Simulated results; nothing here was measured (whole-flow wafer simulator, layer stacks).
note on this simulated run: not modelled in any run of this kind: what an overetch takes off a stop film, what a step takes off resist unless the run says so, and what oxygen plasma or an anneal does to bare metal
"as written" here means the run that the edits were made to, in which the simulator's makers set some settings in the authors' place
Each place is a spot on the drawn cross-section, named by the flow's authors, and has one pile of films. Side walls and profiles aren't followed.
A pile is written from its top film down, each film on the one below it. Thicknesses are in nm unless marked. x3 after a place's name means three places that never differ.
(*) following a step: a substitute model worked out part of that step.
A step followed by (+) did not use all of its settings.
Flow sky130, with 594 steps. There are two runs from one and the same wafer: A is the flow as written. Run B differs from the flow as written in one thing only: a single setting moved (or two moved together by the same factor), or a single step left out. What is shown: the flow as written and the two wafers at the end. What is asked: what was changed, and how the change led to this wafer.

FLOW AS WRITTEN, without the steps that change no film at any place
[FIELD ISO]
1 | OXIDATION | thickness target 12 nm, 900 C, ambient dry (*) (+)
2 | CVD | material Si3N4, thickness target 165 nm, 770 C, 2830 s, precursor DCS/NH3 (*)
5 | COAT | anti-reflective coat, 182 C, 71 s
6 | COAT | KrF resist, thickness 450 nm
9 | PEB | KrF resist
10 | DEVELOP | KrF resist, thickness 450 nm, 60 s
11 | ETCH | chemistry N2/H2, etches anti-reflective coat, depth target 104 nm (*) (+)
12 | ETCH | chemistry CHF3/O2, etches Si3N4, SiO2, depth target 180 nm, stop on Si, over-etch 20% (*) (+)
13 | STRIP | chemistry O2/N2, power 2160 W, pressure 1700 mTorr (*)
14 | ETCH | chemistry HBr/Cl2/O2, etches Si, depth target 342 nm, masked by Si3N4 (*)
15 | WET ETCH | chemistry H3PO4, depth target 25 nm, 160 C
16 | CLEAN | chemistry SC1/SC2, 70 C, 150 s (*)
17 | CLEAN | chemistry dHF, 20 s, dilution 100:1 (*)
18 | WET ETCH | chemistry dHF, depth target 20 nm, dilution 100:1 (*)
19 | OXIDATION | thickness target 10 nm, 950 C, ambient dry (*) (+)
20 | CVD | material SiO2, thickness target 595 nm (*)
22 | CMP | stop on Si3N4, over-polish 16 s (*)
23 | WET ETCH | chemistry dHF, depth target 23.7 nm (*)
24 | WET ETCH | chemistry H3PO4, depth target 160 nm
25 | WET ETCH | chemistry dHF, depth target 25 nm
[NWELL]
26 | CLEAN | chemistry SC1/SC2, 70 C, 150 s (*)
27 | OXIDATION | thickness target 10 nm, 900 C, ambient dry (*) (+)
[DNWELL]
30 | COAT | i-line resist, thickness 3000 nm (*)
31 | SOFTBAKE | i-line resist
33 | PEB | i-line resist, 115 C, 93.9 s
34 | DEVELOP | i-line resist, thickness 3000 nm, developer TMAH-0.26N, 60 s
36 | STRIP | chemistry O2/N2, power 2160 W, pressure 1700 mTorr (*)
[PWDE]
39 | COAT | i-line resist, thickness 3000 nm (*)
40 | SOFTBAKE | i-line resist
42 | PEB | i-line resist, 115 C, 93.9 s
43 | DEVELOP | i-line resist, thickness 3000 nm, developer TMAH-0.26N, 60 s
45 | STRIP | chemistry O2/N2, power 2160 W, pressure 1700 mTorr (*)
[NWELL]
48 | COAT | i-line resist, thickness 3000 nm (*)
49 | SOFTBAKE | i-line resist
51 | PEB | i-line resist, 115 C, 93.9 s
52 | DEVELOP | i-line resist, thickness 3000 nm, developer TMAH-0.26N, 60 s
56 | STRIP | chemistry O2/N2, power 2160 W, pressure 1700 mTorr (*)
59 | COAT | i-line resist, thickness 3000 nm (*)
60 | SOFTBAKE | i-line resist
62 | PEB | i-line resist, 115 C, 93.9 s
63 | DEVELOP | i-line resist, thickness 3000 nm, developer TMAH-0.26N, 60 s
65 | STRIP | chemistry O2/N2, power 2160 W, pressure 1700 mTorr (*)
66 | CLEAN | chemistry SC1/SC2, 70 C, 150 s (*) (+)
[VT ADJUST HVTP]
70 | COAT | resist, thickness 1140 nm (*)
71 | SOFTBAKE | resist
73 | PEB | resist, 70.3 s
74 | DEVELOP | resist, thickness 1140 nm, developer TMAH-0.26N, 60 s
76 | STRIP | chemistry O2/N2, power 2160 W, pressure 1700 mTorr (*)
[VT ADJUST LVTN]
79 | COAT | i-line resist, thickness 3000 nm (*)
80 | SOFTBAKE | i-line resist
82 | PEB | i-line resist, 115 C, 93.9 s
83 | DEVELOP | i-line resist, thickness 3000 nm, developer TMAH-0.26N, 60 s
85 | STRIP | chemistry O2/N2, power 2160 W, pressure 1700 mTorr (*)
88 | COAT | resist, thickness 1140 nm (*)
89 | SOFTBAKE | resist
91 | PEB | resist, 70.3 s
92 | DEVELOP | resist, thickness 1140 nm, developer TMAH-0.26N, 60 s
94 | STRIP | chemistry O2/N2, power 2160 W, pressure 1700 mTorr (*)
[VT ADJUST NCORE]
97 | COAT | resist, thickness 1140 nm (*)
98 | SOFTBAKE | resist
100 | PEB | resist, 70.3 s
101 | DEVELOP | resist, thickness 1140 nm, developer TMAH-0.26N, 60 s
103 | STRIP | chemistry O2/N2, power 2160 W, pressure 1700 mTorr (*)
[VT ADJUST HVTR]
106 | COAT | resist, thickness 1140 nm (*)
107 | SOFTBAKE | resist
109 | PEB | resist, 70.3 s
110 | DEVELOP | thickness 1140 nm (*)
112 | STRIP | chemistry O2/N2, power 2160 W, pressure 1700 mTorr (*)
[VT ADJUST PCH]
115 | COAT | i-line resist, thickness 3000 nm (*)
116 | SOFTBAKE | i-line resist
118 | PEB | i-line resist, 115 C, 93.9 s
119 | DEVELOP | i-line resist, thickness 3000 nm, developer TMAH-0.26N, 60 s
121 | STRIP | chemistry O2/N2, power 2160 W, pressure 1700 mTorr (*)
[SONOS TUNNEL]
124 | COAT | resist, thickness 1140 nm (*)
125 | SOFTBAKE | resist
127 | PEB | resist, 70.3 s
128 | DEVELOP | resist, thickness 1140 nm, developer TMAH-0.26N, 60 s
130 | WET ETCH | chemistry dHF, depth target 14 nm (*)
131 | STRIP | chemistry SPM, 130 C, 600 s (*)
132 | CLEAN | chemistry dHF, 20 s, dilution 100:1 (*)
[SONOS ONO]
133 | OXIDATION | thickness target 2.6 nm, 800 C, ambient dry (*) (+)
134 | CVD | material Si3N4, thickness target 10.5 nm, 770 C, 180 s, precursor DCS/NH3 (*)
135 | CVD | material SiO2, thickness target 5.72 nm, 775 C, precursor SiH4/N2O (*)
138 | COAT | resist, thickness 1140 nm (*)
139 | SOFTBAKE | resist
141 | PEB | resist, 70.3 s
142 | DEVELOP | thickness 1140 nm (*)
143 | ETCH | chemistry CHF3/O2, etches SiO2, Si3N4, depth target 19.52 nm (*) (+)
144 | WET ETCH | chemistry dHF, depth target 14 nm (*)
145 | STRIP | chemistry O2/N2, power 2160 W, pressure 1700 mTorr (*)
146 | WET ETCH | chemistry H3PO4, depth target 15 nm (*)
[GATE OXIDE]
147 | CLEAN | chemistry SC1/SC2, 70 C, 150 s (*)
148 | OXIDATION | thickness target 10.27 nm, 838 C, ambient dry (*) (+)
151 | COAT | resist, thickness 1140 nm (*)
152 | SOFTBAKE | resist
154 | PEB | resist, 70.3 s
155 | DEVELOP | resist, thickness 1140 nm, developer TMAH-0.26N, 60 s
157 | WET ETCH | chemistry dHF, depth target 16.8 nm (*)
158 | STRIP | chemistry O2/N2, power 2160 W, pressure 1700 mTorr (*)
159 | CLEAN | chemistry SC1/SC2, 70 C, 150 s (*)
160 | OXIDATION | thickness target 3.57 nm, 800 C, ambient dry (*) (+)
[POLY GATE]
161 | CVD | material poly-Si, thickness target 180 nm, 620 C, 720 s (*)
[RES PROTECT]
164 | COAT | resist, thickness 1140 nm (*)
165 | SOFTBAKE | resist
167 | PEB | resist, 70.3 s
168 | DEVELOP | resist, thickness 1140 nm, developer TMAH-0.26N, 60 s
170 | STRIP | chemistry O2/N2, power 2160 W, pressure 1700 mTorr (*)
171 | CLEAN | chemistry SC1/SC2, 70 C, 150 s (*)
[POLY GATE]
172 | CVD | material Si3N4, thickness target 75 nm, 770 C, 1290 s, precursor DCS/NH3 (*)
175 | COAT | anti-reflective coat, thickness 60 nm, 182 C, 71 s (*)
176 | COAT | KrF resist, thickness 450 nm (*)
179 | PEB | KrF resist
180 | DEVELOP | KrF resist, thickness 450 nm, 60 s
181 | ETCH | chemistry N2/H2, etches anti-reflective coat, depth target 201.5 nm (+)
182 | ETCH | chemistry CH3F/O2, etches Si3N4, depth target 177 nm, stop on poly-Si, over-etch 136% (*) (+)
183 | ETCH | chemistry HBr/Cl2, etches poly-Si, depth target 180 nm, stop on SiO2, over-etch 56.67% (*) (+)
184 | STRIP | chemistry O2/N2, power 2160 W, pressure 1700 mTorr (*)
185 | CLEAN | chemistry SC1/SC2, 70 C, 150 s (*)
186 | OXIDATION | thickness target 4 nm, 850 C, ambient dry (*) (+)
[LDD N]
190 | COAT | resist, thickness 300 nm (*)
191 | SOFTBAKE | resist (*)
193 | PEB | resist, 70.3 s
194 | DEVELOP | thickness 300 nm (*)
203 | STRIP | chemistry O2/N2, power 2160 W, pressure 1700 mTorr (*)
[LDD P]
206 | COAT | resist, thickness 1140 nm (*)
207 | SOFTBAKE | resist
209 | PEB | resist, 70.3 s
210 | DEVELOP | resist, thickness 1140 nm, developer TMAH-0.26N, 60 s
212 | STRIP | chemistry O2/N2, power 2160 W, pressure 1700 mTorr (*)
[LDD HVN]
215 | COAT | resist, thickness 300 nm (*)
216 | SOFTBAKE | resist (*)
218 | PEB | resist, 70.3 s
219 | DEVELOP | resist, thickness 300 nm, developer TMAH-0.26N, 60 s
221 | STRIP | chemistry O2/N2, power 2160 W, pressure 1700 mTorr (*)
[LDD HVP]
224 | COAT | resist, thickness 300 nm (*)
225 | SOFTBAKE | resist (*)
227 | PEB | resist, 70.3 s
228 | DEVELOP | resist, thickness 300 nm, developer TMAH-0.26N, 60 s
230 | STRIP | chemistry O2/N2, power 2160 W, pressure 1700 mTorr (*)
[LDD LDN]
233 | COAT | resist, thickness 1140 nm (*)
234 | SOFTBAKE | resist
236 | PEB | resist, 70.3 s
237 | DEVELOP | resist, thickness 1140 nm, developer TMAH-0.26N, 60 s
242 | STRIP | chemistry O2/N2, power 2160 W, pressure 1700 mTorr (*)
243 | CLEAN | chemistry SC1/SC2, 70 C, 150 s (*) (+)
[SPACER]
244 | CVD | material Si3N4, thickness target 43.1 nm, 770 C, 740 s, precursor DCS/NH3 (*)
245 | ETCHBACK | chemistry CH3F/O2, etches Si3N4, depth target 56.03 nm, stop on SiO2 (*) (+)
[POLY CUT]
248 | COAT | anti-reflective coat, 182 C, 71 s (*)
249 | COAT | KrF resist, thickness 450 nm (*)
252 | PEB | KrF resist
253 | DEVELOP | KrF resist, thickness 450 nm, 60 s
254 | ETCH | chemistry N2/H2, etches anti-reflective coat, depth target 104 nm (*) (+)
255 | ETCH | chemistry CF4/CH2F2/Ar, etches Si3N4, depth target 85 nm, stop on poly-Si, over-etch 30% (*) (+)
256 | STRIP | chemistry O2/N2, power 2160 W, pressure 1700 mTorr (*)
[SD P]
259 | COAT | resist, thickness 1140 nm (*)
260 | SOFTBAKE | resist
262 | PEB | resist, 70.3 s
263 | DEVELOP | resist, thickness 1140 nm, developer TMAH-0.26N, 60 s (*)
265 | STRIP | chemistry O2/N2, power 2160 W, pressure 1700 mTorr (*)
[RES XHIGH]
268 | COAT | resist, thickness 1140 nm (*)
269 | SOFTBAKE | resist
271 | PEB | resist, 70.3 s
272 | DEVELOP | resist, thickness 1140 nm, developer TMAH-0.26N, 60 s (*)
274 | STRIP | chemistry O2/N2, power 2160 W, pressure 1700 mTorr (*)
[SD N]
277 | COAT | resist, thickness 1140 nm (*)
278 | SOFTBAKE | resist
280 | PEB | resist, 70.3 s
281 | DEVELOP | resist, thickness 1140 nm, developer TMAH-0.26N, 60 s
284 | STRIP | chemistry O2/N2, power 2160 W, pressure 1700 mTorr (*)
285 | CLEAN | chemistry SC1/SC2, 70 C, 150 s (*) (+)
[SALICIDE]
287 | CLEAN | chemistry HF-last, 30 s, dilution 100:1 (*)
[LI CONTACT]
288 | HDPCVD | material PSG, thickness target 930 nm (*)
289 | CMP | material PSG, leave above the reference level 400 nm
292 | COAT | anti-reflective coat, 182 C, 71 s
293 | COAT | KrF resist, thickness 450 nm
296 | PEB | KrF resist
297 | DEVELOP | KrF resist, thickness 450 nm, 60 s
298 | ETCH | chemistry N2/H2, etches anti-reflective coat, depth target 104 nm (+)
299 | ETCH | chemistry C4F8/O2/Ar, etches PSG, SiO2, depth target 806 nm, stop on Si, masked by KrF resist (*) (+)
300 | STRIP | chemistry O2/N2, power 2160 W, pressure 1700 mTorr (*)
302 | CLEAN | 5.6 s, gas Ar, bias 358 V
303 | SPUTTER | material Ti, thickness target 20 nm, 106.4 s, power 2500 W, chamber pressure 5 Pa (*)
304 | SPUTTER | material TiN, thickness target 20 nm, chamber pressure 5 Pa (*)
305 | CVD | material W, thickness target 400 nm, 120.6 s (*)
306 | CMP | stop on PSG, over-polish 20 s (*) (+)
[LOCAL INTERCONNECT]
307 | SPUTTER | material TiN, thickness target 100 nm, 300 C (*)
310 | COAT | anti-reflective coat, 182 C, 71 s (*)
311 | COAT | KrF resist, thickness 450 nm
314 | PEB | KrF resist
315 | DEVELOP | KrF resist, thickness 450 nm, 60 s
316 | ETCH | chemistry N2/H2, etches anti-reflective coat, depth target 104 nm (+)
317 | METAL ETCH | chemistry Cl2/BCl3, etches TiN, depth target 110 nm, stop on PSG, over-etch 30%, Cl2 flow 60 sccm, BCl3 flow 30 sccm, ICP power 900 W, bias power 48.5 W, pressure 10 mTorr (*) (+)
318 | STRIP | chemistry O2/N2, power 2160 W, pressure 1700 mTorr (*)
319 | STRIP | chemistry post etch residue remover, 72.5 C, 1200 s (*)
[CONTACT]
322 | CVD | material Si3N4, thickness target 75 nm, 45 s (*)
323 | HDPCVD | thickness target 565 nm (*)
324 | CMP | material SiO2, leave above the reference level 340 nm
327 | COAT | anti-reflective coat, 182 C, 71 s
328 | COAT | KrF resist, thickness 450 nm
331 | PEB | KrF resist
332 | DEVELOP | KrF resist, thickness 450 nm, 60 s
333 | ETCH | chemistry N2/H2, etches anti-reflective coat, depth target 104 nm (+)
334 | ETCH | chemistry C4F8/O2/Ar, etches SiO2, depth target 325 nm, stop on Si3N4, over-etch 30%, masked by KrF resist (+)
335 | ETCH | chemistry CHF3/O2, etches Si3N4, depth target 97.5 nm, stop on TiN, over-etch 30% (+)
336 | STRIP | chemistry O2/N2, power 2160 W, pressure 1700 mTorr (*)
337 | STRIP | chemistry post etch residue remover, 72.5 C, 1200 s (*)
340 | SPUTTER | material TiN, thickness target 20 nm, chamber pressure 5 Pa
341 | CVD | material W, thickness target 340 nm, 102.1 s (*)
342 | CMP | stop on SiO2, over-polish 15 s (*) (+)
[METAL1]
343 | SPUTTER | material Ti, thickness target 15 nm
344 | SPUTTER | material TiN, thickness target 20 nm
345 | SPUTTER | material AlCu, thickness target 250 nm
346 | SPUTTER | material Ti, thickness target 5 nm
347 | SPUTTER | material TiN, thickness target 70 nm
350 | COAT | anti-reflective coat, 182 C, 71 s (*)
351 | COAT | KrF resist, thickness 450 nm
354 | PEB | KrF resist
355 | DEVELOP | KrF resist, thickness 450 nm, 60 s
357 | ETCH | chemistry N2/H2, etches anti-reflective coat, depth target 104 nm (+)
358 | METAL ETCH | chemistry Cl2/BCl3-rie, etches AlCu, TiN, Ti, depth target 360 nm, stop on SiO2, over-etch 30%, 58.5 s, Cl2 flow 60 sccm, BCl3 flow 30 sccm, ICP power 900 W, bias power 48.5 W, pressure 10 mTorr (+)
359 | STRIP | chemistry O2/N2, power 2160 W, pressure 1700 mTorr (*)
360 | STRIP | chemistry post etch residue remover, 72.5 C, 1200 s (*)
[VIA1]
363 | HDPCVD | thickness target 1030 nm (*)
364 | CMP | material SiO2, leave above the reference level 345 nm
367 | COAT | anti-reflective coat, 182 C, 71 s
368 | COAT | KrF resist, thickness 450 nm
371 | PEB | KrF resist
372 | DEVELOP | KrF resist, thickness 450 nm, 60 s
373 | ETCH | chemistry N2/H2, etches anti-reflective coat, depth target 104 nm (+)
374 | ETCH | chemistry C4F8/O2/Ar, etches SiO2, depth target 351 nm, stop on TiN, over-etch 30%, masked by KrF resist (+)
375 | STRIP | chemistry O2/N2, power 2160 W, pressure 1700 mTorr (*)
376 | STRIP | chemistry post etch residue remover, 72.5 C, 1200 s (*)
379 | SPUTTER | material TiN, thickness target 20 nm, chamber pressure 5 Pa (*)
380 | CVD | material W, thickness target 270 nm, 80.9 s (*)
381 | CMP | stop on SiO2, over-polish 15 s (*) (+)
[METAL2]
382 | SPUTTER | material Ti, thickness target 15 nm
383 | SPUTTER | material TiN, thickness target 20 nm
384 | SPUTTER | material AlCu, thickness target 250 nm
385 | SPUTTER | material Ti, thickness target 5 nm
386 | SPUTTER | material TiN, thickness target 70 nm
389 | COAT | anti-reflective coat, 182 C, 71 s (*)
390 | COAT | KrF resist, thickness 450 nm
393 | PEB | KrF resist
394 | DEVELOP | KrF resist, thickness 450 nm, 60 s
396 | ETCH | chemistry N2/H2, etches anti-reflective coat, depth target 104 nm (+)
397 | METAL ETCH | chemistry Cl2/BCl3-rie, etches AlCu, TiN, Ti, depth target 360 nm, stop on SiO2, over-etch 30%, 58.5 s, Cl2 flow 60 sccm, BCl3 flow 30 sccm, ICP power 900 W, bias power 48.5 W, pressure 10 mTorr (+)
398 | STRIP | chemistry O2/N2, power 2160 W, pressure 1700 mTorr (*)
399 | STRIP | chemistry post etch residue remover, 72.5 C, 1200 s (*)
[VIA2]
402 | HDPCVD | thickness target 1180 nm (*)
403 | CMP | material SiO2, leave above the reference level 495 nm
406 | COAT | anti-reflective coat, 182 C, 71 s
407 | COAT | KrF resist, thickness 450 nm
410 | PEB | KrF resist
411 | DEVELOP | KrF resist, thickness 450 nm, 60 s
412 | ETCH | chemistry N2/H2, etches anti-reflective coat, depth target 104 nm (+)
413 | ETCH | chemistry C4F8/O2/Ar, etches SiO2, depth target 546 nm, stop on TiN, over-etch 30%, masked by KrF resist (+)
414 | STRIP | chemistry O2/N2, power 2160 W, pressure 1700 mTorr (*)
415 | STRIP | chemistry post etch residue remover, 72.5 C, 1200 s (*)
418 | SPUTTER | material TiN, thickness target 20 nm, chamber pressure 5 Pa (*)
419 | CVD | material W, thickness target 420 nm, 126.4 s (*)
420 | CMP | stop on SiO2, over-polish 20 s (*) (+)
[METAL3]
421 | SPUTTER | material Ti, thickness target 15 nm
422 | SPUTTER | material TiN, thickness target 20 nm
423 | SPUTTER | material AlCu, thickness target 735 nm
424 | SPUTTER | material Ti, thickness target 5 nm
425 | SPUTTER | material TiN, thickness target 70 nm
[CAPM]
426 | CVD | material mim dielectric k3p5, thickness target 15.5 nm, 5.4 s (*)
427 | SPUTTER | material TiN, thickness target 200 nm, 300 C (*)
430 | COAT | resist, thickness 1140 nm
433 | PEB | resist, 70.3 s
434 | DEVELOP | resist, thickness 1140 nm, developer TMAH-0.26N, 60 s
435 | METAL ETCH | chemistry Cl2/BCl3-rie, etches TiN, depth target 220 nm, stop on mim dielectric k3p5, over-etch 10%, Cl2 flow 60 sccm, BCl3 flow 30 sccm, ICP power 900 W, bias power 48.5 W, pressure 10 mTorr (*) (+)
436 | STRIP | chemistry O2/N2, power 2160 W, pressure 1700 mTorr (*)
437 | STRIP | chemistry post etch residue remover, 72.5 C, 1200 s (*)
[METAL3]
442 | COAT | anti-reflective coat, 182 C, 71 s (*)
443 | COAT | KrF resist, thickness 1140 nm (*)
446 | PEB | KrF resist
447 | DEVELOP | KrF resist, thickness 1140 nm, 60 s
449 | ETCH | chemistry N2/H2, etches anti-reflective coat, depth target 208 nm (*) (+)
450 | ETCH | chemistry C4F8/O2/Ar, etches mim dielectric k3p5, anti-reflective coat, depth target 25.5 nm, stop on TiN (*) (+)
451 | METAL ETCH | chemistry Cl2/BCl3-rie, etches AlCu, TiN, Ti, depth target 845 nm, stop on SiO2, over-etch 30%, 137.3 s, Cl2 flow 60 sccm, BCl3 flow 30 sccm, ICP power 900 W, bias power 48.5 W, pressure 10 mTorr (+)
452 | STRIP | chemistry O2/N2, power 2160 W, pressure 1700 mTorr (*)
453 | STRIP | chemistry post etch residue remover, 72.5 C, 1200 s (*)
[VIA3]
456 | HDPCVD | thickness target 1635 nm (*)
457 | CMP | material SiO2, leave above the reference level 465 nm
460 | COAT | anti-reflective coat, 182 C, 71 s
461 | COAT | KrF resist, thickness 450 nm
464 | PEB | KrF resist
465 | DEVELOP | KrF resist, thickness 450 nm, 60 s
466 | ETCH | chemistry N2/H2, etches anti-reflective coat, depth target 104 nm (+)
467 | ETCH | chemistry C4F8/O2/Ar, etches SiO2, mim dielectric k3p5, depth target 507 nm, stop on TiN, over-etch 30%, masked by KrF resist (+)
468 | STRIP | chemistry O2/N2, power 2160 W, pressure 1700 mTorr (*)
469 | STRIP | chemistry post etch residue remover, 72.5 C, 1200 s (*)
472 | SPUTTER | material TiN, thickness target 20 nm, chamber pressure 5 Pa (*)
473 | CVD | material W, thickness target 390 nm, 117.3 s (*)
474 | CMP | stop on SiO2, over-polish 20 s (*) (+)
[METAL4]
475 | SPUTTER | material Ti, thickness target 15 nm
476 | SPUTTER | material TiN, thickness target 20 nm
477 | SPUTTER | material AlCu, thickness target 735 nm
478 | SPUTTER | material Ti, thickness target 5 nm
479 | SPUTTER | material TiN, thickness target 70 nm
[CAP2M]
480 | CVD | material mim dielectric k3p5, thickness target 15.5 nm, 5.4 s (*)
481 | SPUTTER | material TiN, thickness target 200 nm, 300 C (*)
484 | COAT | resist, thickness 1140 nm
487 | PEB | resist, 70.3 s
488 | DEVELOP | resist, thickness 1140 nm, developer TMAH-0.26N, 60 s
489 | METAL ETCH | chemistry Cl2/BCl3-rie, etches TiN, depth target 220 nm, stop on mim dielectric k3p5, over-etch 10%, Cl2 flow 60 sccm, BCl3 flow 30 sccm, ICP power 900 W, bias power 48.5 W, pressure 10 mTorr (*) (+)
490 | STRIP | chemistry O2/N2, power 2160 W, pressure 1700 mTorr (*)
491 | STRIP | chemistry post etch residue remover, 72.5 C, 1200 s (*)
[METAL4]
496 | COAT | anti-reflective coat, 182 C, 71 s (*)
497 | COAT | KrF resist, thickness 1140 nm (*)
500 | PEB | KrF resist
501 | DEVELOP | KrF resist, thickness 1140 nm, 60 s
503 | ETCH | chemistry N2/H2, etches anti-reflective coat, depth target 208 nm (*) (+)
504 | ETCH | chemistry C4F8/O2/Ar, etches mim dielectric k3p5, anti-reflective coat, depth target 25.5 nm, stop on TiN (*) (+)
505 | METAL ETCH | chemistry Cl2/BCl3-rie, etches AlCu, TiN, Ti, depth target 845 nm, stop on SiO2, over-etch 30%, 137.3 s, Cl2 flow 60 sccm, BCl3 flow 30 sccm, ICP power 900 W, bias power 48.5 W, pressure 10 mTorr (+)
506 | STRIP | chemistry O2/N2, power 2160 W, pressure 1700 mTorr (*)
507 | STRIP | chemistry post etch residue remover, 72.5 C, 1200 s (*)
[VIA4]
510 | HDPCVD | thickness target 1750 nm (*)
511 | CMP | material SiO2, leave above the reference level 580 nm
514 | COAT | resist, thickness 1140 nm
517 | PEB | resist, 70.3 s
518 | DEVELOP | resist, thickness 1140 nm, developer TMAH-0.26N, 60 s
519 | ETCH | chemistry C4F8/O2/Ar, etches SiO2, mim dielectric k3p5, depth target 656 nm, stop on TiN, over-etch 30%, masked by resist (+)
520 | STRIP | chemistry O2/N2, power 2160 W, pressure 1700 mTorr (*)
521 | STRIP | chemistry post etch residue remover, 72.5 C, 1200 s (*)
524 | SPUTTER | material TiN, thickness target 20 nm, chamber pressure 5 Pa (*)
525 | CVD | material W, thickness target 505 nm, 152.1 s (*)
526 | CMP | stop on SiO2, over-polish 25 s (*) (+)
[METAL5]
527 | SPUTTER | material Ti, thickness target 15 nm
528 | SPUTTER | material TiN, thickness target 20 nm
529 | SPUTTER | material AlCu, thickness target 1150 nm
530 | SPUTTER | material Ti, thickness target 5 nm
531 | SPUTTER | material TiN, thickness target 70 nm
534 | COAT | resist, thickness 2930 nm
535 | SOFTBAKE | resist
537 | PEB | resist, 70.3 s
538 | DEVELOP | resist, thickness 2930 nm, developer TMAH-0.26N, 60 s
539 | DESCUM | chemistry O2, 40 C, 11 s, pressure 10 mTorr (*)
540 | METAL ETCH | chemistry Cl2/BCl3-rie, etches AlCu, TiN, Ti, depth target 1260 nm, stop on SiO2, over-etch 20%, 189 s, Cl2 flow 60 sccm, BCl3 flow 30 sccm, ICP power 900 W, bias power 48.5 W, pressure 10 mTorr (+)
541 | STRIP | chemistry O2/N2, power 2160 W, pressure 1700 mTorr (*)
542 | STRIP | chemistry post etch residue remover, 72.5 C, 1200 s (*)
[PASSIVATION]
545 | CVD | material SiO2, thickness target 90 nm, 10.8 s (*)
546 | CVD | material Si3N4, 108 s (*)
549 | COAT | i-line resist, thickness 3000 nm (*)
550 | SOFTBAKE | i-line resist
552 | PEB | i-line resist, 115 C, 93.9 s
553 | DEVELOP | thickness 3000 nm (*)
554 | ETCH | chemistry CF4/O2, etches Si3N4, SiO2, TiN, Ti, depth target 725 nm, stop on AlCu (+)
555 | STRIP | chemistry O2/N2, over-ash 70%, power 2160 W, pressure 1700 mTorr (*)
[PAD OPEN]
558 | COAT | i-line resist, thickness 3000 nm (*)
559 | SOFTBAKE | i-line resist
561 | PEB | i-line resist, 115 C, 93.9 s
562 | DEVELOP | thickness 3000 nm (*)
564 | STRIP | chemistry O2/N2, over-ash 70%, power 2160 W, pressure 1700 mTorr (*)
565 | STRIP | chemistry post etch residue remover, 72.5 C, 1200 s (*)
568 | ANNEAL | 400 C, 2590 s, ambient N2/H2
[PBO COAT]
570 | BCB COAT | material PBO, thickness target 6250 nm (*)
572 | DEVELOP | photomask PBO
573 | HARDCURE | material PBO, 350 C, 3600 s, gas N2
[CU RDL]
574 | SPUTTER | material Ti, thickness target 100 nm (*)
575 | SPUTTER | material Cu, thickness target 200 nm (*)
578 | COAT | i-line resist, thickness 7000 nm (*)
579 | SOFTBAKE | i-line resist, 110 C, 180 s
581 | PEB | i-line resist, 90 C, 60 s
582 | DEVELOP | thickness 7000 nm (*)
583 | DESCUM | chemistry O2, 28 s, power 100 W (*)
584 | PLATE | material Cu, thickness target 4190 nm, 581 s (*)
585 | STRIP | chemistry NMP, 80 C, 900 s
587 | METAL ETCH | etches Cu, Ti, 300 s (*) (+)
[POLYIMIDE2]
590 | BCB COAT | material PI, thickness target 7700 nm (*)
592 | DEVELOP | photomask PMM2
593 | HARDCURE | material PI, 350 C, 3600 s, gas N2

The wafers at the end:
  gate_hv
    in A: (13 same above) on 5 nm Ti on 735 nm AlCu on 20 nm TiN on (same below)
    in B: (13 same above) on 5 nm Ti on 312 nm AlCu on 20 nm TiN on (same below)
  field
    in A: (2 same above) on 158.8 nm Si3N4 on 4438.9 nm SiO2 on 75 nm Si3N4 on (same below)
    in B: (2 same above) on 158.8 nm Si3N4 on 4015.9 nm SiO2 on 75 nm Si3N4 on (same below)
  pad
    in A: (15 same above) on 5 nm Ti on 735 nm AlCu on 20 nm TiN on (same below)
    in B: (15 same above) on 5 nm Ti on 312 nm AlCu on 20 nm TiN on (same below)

Cause: step 423, SPUTTER: thickness target 312 nm was run, while the flow as written has thickness target 735 nm.
The wafer lets one read it off: gate_hv has AlCu 312, and step 423 as written asks for 735 nm.

The path from the change to this, step by step:
  423 | SPUTTER | material AlCu, thickness target 735 nm
      field, active, n_well and 188 more: A +735 AlCu (new film) | B +312 AlCu (new film)
  451 | METAL ETCH | chemistry Cl2/BCl3-rie, etches AlCu, TiN, Ti, depth target 845 nm, stop on SiO2, over-etch 30%, 137.3 s, Cl2 flow 60 sccm, BCl3 flow 30 sccm, ICP power 900 W, bias power 48.5 W, pressure 10 mTorr (+)
      field, gate, spacer and 61 more: A -70 TiN (all of it), -5 Ti (all of it), -735 AlCu (all of it), -20 TiN (all of it), -15 Ti (all of it), -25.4 SiO2 | B -70 TiN (all of it), -5 Ti (all of it), -312 AlCu (all of it), -20 TiN (all of it), -15 Ti (all of it), -67.6 SiO2
      vpp_ln, vpp_iso2, ndiff_ln, ndiff_cd, via1_hole, via1_enc, via_li1, m2_ln_cd: A -70 TiN (all of it), -5 Ti (all of it), -735 AlCu (all of it), -20 TiN (all of it), -15 Ti (all of it), -25.3 SiO2 | B -70 TiN (all of it), -5 Ti (all of it), -312 AlCu (all of it), -20 TiN (all of it), -15 Ti (all of it), -67.6 SiO2
      (as well as at 13 more places)
  457 | CMP | material SiO2, leave above the reference level 465 nm
      field, active, gate and 80 more: A -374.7 SiO2 | B -755.3 SiO2
      poly_licon, rpo_hd_licon: A -374.7 SiO2 | B -755.4 SiO2
